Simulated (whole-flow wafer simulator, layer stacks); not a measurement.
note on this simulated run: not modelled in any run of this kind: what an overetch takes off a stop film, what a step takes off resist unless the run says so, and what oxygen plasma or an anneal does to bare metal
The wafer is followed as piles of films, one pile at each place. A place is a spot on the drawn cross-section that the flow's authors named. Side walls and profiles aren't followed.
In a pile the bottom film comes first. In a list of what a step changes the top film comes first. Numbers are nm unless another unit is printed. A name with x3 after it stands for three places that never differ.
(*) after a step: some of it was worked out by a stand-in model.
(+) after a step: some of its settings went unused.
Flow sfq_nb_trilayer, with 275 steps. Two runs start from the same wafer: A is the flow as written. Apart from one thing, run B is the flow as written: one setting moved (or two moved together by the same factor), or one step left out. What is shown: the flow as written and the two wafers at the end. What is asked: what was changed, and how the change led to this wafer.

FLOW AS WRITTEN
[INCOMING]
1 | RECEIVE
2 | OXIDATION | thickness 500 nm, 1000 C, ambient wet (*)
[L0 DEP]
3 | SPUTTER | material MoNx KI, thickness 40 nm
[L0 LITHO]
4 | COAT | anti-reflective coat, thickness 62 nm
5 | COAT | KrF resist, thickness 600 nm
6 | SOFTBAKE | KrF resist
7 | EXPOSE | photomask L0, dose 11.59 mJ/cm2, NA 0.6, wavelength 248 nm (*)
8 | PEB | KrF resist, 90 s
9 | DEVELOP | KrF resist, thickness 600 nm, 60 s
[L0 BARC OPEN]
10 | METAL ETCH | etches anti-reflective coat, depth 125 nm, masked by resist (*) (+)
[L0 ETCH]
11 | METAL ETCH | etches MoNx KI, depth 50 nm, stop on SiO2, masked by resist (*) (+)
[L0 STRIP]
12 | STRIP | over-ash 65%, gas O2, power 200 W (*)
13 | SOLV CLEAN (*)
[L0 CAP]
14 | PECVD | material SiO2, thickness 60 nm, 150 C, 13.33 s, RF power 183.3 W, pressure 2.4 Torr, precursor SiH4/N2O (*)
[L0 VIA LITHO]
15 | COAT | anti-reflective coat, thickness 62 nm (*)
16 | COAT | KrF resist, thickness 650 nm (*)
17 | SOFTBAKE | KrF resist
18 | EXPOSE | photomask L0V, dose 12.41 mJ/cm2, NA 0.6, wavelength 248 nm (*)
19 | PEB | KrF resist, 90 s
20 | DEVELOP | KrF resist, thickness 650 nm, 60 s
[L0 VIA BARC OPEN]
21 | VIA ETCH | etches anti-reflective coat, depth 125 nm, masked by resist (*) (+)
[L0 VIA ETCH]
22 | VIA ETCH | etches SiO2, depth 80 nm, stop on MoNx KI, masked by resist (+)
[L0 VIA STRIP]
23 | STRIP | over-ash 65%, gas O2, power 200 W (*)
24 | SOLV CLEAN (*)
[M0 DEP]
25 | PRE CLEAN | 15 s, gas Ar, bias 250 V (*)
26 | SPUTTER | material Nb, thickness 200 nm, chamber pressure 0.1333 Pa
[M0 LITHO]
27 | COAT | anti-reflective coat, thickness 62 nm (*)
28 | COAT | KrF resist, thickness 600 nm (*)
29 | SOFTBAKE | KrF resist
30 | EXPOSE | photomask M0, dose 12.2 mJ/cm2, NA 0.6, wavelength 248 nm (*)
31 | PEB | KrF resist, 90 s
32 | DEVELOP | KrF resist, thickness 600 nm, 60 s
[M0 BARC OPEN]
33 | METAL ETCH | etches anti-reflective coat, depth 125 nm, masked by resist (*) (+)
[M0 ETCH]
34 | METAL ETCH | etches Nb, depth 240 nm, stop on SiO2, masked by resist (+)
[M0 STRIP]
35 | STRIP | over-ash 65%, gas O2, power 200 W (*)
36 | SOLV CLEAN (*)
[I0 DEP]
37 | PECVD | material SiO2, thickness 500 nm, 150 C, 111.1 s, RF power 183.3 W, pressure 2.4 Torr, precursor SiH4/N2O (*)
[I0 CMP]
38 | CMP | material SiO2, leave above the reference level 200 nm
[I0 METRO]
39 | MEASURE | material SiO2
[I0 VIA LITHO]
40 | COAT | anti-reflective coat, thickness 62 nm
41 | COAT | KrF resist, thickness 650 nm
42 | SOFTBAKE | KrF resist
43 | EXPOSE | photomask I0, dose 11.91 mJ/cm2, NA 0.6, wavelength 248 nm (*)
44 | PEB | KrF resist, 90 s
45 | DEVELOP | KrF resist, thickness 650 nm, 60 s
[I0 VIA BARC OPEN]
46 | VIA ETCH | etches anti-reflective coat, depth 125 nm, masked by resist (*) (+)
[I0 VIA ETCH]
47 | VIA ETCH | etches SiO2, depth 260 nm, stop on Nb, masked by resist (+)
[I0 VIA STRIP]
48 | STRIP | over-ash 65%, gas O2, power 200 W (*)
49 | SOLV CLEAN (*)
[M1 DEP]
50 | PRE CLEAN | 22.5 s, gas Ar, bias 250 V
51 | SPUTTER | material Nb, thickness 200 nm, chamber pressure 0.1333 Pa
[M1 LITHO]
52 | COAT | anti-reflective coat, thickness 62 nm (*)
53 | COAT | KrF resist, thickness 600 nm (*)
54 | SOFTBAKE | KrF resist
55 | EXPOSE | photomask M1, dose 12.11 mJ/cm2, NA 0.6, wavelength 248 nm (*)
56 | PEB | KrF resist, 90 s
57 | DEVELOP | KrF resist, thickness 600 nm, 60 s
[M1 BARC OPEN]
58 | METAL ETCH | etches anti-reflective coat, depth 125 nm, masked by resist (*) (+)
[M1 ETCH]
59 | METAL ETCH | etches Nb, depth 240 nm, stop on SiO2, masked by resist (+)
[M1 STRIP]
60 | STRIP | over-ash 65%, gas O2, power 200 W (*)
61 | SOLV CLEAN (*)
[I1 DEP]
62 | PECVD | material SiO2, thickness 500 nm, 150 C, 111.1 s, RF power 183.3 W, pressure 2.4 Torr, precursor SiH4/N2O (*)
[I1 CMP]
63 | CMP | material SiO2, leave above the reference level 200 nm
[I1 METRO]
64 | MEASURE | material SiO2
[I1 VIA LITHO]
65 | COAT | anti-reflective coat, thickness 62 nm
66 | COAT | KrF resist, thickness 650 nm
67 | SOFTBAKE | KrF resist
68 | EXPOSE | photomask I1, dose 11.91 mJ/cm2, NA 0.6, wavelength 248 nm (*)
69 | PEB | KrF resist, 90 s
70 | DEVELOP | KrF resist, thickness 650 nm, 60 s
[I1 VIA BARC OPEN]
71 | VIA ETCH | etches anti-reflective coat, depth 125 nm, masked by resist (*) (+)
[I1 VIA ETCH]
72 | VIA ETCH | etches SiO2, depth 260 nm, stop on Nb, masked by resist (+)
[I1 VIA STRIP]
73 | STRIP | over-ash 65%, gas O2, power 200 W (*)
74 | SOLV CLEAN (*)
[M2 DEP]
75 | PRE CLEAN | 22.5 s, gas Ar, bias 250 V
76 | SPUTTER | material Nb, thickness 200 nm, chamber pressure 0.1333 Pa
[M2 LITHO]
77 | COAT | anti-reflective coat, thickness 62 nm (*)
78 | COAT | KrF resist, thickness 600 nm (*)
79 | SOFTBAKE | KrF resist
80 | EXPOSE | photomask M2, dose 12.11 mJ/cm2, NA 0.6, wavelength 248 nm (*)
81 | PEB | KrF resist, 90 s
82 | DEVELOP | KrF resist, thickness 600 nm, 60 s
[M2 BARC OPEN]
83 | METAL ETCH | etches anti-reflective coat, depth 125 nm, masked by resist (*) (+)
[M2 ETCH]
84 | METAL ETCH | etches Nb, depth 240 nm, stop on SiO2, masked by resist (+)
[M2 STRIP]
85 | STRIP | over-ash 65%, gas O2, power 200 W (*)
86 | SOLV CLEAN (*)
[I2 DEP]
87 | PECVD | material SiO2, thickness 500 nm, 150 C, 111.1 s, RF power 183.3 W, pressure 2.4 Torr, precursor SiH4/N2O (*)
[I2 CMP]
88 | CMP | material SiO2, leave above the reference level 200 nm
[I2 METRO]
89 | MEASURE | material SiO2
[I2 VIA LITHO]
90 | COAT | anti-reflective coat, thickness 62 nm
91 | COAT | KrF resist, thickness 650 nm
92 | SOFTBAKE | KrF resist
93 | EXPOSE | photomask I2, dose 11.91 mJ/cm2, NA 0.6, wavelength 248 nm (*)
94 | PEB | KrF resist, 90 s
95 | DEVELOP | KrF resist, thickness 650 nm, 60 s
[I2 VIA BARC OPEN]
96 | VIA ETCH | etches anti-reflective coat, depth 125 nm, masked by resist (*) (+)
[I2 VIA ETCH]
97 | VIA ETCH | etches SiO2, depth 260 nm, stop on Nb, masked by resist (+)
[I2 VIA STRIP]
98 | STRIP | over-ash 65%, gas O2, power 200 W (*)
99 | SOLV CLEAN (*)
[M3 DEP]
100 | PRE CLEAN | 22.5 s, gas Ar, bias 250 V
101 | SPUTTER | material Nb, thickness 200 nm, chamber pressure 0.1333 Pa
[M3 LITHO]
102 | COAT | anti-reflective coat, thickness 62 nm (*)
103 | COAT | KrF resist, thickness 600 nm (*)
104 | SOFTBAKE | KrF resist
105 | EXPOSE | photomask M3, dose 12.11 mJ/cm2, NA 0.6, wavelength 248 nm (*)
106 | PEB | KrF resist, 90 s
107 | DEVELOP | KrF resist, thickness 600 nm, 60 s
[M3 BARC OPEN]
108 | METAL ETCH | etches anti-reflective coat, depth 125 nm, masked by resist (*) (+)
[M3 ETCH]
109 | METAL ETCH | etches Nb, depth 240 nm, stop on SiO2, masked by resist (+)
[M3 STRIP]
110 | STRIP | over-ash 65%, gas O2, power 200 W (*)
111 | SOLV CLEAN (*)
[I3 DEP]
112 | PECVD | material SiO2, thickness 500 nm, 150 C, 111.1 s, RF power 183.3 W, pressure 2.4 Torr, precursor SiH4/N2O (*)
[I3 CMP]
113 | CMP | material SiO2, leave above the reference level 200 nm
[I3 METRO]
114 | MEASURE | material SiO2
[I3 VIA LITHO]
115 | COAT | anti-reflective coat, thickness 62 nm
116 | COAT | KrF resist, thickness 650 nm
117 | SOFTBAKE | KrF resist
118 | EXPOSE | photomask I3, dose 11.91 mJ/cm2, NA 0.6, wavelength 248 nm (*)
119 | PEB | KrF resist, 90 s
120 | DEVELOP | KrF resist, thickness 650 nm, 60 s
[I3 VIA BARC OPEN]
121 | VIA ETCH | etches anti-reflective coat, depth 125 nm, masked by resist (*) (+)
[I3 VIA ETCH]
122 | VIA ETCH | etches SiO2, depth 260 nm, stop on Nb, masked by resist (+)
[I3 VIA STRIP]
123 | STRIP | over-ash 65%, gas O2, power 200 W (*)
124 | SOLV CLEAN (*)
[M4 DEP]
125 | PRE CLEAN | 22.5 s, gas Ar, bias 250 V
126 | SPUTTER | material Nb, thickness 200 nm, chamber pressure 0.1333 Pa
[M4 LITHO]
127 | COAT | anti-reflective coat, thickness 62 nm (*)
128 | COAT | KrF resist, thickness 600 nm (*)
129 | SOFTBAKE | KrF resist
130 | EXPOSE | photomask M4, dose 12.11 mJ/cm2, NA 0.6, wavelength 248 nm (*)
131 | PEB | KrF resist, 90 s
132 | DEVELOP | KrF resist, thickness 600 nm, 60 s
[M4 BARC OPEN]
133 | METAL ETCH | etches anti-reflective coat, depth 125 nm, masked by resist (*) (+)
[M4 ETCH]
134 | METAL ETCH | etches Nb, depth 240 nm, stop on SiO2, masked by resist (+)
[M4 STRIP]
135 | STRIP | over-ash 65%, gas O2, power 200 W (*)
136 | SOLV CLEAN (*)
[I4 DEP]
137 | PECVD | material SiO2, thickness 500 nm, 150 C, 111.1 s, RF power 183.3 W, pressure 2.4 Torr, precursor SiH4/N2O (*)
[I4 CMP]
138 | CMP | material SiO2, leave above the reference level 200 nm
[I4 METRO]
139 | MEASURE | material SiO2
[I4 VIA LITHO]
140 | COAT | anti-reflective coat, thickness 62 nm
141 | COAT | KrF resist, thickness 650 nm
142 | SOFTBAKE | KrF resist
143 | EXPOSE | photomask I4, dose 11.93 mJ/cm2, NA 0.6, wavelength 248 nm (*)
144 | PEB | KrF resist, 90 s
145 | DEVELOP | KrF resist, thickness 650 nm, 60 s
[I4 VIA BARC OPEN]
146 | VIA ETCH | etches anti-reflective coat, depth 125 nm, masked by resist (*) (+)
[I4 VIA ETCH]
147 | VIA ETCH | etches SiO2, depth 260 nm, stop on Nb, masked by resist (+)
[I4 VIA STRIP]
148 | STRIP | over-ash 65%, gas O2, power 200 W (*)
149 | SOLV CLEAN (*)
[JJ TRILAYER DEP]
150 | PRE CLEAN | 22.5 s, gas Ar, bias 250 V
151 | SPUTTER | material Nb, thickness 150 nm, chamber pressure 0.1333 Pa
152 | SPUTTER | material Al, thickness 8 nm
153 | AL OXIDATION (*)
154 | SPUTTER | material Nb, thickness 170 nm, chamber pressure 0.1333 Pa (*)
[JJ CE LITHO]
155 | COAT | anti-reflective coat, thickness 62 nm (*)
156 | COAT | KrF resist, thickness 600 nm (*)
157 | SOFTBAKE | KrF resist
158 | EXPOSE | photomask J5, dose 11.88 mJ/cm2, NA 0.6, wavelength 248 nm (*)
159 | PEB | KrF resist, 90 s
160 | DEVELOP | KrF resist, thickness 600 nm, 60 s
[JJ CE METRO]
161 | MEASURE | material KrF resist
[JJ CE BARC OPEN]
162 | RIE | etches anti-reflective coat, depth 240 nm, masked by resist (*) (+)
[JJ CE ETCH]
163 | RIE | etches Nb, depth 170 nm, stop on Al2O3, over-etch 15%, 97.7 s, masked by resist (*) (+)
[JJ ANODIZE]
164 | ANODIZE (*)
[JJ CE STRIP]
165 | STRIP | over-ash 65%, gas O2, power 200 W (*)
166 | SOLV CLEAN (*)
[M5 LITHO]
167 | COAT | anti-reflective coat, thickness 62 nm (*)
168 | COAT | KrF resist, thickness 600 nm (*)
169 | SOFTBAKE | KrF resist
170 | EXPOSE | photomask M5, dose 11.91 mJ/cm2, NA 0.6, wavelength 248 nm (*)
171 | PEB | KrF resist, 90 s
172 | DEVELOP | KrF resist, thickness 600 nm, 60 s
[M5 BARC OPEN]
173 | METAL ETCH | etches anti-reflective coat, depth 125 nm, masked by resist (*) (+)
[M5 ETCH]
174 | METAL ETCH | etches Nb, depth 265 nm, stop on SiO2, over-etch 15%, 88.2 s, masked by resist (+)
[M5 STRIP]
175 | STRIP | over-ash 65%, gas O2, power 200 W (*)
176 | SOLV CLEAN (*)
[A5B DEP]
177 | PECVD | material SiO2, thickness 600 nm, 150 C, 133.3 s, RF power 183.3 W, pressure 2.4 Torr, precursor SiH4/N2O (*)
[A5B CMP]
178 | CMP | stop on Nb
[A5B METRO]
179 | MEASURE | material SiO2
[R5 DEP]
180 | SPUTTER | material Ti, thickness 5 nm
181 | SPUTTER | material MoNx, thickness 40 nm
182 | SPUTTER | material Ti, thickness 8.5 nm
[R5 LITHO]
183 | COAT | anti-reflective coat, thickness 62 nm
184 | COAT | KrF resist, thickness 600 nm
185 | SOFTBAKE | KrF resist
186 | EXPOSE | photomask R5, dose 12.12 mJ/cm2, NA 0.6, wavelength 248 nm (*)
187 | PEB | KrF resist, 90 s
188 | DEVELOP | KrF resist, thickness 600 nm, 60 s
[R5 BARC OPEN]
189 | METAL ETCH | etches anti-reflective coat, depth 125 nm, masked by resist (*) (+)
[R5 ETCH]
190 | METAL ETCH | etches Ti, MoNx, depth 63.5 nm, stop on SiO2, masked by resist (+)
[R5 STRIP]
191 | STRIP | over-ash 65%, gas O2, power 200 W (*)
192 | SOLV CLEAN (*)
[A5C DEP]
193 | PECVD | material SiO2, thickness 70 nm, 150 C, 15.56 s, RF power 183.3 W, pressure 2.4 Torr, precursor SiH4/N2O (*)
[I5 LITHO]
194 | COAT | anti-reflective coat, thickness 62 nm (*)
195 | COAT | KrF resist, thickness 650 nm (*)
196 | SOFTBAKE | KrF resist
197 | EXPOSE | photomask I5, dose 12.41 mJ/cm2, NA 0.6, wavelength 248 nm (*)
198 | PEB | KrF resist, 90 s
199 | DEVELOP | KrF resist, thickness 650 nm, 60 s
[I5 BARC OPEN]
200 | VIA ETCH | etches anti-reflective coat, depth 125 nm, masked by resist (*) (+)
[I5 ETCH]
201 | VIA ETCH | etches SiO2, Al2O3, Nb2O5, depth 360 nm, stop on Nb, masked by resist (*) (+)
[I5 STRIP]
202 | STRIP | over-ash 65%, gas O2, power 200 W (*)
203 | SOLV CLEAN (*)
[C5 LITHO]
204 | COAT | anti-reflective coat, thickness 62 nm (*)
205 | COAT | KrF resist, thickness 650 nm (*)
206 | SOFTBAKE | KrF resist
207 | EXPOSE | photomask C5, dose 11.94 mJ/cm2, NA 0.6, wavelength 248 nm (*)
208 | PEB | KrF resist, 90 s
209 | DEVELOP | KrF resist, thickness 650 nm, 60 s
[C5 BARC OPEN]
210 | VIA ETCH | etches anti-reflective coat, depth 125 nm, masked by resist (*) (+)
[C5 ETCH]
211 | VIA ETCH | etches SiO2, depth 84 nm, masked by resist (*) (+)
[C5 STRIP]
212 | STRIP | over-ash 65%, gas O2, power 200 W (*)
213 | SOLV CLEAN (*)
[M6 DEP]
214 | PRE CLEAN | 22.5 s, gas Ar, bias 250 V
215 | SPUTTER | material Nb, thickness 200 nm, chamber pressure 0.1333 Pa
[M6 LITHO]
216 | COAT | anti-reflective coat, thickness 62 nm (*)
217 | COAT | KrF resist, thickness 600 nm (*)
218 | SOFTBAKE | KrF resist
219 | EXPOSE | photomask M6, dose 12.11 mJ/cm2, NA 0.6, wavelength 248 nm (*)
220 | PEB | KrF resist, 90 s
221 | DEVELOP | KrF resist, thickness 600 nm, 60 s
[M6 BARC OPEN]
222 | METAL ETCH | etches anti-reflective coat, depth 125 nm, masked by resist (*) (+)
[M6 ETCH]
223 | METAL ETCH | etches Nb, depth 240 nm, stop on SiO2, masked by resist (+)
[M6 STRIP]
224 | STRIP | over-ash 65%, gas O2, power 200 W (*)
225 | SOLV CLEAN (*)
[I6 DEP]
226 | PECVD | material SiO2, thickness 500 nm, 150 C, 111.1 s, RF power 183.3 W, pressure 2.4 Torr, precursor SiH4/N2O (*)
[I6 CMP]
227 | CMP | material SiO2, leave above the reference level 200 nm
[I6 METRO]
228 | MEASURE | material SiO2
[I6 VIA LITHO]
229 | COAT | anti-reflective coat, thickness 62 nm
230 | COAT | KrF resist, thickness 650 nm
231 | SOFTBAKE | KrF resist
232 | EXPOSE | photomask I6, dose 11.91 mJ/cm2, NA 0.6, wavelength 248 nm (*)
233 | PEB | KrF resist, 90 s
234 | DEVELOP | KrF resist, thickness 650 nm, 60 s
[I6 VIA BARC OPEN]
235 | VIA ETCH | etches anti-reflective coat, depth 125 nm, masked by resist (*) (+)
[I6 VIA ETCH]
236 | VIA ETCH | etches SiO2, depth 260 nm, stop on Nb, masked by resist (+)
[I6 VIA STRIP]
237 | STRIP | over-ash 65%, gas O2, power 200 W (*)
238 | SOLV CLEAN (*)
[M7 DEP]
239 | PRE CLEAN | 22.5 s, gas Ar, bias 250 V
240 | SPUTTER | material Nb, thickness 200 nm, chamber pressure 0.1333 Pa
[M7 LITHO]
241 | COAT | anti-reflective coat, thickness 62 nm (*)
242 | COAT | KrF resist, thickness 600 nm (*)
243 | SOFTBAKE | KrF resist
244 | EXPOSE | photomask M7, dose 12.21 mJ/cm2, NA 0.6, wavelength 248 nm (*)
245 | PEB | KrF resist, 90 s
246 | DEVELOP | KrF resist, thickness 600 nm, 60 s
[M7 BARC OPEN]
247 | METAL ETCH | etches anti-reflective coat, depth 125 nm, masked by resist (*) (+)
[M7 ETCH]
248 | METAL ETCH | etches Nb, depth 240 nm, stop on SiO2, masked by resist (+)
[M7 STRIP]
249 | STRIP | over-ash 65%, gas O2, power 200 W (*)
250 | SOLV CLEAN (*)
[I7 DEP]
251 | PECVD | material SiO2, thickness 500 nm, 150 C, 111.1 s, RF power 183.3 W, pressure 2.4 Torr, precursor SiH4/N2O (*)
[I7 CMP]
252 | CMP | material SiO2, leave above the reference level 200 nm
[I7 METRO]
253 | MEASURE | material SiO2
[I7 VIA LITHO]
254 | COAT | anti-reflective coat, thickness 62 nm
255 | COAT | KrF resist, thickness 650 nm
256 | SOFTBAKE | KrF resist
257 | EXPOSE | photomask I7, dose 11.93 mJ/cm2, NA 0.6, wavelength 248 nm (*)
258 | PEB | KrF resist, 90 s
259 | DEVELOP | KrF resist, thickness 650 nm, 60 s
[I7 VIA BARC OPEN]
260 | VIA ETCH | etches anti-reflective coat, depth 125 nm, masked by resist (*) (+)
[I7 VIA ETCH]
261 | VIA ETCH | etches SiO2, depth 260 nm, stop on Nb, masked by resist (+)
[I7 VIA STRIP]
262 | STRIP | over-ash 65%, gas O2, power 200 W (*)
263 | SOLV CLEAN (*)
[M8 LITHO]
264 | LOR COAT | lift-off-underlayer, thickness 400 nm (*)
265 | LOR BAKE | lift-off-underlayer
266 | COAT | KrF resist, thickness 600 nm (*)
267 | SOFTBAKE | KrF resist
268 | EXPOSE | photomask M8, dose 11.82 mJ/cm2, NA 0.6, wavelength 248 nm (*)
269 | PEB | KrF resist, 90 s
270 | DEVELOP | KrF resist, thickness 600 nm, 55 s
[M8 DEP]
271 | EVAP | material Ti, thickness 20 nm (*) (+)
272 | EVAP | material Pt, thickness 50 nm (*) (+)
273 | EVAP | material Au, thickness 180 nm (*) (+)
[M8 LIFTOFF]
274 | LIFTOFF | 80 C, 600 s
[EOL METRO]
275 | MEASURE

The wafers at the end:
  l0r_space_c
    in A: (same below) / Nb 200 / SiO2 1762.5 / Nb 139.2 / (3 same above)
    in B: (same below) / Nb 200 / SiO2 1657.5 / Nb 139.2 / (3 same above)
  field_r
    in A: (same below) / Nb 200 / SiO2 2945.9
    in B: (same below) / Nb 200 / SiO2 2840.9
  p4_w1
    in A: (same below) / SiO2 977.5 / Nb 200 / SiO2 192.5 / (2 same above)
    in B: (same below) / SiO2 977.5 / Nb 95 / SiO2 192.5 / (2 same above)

The reason: step 101, SPUTTER: thickness 95 nm was run, whereas the flow has thickness 200 nm.
The wafer lets one read it off: p4_w1 has Nb 95, and step 101 as written asks for 200 nm.

The path from the change to this, step by step:
  101 | SPUTTER | material Nb, thickness 200 nm, chamber pressure 0.1333 Pa
      field_l, v_sur, via_wl and 102 more: A +200 Nb (new film) | B +95 Nb (new film)
      via_w: A +165.5 Nb | B +78.3 Nb
  102 | COAT | anti-reflective coat, thickness 62 nm (*)
      via_wl, via_wr: A +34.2 anti-reflective coat (new film) | B +32.8 anti-reflective coat (new film)
      via_w: A +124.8 anti-reflective coat (new film) | B +119.7 anti-reflective coat (new film)
  109 | METAL ETCH | etches Nb, depth 240 nm, stop on SiO2, masked by resist (+)
      field_l, be, be_sur and 72 more: A -200 Nb (all of it) | B -95 Nb (all of it)
      v_sur, via_wl, via_w and 28 more: A -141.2 KrF resist | B -83.8 KrF resist
  110 | STRIP | over-ash 65%, gas O2, power 200 W (*)
      p4_w1, p4_w2, p4_w3 and 21 more: A -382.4 KrF resist (all of it), -62 anti-reflective coat (all of it) | B -439.7 KrF resist (all of it), -62 anti-reflective coat (all of it)
      via_wl, via_wr: A -384.2 KrF resist (all of it), -34.2 anti-reflective coat (all of it) | B -445.3 KrF resist (all of it), -32.8 anti-reflective coat (all of it)
      (also at 5 further places)
  112 | PECVD | material SiO2, thickness 500 nm, 150 C, 111.1 s, RF power 183.3 W, pressure 2.4 Torr, precursor SiH4/N2O (*)
      p4_g1, p4_g2, p3_s0, p3_s1, p3_s2, p3_s3, p3_s4, p3_s5: A +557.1 SiO2 | B +500 SiO2
      via_w: A +615 SiO2 (new film) | B +585.7 SiO2 (new film)
  113 | CMP | material SiO2, leave above the reference level 200 nm
      field_l, be, be_sur and 64 more: A -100 SiO2 | B -205 SiO2
      p4_g1, p4_g2, p3_s0, p3_s1, p3_s2, p3_s3, p3_s4, p3_s5: A -157.1 SiO2 | B -205 SiO2
      (also at 1 further place)
